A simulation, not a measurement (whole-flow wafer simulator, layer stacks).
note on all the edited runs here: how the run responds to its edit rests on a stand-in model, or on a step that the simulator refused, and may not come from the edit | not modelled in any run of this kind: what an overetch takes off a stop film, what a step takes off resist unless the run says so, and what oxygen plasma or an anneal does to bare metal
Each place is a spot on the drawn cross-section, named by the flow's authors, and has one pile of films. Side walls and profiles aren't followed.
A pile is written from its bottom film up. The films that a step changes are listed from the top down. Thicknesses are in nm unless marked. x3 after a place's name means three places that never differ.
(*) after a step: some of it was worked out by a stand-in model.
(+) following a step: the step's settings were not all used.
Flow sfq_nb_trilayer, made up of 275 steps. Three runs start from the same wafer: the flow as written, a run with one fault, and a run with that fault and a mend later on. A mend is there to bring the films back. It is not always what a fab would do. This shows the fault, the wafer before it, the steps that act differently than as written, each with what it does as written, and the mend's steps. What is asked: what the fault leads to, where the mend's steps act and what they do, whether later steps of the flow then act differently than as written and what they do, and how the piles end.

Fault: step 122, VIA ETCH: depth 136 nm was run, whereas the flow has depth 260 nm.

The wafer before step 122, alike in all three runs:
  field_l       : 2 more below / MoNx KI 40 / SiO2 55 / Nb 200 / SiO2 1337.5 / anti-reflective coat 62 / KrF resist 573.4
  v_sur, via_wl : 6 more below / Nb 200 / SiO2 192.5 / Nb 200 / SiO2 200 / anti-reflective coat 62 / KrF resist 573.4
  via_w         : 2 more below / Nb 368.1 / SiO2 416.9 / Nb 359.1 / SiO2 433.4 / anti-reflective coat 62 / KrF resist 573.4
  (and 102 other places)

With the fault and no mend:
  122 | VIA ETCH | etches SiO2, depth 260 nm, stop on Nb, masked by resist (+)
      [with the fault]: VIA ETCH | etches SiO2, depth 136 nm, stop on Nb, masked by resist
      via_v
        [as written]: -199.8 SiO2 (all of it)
        [with the fault]: -136 SiO2
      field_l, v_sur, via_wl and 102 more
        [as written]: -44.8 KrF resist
        [with the fault]: -23.4 KrF resist
  Steps further on in the flow that do not act as written (3 more steps, not shown, differ only slightly: by at most 2% or 0.5 nm, whichever is larger):
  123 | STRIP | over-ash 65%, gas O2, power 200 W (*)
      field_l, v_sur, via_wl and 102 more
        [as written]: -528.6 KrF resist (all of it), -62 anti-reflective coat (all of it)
        [with the fault]: -550 KrF resist (all of it), -62 anti-reflective coat (all of it)
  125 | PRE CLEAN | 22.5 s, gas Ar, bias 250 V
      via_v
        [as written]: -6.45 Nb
        [with the fault]: -7.5 SiO2
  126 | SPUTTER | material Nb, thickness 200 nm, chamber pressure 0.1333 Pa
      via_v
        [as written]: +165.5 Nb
        [with the fault]: +179.4 Nb (new film)
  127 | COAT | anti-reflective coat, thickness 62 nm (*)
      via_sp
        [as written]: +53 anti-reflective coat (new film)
        [with the fault]: +54.2 anti-reflective coat (new film)
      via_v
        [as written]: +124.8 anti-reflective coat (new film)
        [with the fault]: +110.1 anti-reflective coat (new film)
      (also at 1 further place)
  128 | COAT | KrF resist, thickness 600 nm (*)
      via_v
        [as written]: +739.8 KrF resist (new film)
        [with the fault]: +688.1 KrF resist (new film)
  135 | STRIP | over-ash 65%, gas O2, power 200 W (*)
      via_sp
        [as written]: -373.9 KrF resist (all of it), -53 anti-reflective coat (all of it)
        [with the fault]: -378.2 KrF resist (all of it), -54.2 anti-reflective coat (all of it)
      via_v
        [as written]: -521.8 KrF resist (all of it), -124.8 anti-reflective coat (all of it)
        [with the fault]: -470.2 KrF resist (all of it), -110.1 anti-reflective coat (all of it)
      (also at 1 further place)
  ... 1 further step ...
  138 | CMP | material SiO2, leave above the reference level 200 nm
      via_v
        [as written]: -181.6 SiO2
        [with the fault]: -157.1 SiO2
  By the end, the piles at via_v depart from the flow's by more than 2% or 0.5 nm, whichever is larger.
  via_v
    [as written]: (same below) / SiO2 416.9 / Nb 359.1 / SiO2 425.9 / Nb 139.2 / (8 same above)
    [with the fault]: (same below) / SiO2 416.9 / Nb 200 / SiO2 56.3 / Nb 179.4 / SiO2 349.3 / Nb 139.2 / (8 same above)

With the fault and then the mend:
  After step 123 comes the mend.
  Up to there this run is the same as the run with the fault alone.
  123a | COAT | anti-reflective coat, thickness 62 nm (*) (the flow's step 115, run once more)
      p4_fl x3, p4_w1 x9, p4_g1 x2 and 63 more
        +62 anti-reflective coat (new film)
      be_r, r_sur, res and 7 more
        +61.8 anti-reflective coat (new film)
      field_l, jj_sur, ce_l
        +61.6 anti-reflective coat (new film)
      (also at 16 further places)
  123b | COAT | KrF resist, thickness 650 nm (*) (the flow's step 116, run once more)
      p4_fl x3, p4_w1 x9, p4_g1 x2 and 63 more
        +650 KrF resist (new film)
      lsp_l, ln_m5, lsp_m, ln_m6, lsp_r, l0_sur, l0v
        +649.7 KrF resist (new film)
      res, r_end, moat, field_r
        +649.6 KrF resist (new film)
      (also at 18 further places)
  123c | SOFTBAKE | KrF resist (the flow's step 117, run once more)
      leaves every film unchanged at each place that is followed
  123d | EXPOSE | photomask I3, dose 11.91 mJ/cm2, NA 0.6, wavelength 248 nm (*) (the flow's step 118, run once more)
      leaves every film unchanged at each place that is followed
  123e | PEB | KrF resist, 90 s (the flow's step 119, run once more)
      ce_l, c5j, ce_r and 91 more
        -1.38 KrF resist
      field_l, v_sur, via_wl and 8 more
        -1.37 KrF resist
      via_v
        -1.57 KrF resist
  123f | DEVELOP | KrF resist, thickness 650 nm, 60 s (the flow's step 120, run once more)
      field_l, v_sur, via_wl and 102 more
        -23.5 KrF resist
      via_v
        -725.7 KrF resist (all of it)
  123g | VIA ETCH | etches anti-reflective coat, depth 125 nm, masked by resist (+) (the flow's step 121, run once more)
      field_l, v_sur, via_wl and 102 more
        -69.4 KrF resist
      via_v
        -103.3 anti-reflective coat (all of it), -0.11 SiO2
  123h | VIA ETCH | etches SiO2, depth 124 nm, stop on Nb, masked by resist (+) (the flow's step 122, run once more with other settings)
      field_l, v_sur, via_wl and 102 more
        -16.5 KrF resist
      via_v
        -63.7 SiO2 (all of it)
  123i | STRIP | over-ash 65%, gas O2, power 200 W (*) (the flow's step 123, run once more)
      p4_fl x3, p4_w1 x9, p4_g1 x2 and 63 more
        -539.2 KrF resist (all of it), -62 anti-reflective coat (all of it)
      r_end, moat, field_r, lsp_l
        -538.8 KrF resist (all of it), -61.8 anti-reflective coat (all of it)
      ln_m5, lsp_m, ln_m6
        -538.9 KrF resist (all of it), -61.8 anti-reflective coat (all of it)
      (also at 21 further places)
  None of the later steps of the flow acts differently than as written at any place that is followed.
  At every place that both follow, the piles at the end match the flow's.
